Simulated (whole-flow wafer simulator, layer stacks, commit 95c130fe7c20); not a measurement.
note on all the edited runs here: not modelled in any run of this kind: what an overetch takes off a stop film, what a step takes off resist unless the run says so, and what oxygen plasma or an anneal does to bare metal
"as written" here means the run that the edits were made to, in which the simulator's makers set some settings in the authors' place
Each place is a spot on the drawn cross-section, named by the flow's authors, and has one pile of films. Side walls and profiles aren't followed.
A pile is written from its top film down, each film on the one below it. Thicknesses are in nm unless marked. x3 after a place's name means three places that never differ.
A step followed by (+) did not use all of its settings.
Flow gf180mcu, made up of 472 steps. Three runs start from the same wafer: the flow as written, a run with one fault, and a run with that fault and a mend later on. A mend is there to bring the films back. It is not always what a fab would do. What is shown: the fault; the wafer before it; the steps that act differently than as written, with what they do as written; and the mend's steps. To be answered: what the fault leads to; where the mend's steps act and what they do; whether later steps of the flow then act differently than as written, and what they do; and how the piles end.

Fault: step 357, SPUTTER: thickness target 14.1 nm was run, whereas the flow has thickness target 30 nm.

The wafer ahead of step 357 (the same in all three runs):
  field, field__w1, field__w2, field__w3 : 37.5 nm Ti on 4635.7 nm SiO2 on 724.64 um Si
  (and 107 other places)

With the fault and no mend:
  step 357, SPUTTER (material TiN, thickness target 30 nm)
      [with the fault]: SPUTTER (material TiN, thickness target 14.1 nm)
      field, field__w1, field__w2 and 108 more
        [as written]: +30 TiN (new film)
        [with the fault]: +14.1 TiN (new film)
  Later steps of the flow acting differently than as written:
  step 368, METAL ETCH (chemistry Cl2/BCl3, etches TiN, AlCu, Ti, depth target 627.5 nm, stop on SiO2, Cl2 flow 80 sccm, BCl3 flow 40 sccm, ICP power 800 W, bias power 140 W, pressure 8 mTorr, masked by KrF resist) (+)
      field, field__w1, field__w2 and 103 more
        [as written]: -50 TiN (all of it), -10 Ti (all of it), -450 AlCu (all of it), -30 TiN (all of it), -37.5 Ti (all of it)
        [with the fault]: -50 TiN (all of it), -10 Ti (all of it), -450 AlCu (all of it), -14.1 TiN (all of it), -37.5 Ti (all of it)
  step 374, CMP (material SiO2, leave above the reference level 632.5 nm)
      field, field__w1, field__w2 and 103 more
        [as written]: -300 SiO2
        [with the fault]: -315.9 SiO2
  At field__w8, contact, m1, m1__w1, m1_nw, the piles at the end differ from the flow's by more than 2% or 0.5 nm, whichever is larger.
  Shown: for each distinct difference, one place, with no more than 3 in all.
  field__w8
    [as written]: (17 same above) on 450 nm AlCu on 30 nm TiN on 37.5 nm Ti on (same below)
    [with the fault]: (17 same above) on 450 nm AlCu on 14.1 nm TiN on 37.5 nm Ti on (same below)
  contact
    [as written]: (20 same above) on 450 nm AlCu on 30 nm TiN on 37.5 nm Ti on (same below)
    [with the fault]: (20 same above) on 450 nm AlCu on 14.1 nm TiN on 37.5 nm Ti on (same below)

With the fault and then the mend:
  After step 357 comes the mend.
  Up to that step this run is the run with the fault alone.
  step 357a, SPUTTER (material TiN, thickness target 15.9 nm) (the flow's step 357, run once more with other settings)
      field, field__w1, field__w2 and 108 more
        +15.9 TiN
  Later steps of the flow that are run all act as written at every place that is followed.
  The piles end the same as the flow's at every place that both follow.
